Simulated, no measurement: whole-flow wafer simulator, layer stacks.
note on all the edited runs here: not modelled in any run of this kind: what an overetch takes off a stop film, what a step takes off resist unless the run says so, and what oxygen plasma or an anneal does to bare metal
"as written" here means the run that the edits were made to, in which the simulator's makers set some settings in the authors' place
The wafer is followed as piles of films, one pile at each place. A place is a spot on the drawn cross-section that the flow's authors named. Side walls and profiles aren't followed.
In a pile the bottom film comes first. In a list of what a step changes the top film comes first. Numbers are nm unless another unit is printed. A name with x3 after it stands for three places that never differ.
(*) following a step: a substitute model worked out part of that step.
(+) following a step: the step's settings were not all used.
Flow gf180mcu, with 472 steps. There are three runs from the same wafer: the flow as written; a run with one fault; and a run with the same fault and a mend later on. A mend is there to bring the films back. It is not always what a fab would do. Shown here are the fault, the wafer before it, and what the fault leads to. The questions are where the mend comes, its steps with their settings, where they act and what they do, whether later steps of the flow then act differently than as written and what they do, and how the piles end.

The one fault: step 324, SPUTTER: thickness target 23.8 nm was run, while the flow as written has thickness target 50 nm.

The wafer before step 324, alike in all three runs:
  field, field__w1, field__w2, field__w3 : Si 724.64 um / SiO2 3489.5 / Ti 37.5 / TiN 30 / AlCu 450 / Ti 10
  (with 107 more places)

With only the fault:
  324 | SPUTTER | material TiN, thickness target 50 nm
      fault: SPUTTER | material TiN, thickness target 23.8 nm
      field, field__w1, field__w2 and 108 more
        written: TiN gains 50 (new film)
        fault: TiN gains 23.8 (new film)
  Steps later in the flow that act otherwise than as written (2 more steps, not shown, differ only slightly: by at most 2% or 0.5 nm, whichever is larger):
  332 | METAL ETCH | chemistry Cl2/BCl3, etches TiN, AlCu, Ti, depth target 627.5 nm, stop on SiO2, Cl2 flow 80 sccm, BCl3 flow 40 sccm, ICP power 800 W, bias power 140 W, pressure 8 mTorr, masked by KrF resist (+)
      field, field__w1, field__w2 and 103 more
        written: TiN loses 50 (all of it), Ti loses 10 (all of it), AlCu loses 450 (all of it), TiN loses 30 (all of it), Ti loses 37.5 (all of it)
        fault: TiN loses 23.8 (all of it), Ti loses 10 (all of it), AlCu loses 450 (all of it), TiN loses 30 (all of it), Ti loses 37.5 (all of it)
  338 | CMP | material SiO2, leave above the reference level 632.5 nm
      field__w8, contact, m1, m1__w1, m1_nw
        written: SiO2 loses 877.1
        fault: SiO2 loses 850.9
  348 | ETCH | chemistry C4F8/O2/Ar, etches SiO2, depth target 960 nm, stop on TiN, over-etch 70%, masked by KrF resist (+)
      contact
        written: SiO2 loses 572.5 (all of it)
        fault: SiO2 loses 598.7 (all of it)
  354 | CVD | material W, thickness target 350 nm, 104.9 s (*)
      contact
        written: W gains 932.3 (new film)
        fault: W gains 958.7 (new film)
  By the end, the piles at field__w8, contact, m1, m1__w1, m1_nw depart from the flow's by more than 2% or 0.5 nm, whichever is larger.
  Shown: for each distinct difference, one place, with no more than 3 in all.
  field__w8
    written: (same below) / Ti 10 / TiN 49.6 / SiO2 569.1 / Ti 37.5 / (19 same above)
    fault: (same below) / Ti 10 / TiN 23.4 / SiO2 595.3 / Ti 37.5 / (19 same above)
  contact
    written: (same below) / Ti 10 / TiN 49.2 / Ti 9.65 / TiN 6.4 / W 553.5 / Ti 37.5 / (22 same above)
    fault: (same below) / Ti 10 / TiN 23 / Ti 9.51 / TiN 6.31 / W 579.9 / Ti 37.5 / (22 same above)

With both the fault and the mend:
  The mend stands after step 324.
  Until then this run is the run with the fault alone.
  324a | SPUTTER | material TiN, thickness target 26.2 nm (a further turn of the flow's step 324, with different settings)
      field, field__w1, field__w2 and 108 more
        TiN gains 26.2
  Every later step of the flow that is run acts as written at every place that is followed.
  The piles end the same as the flow's at every place that both follow.
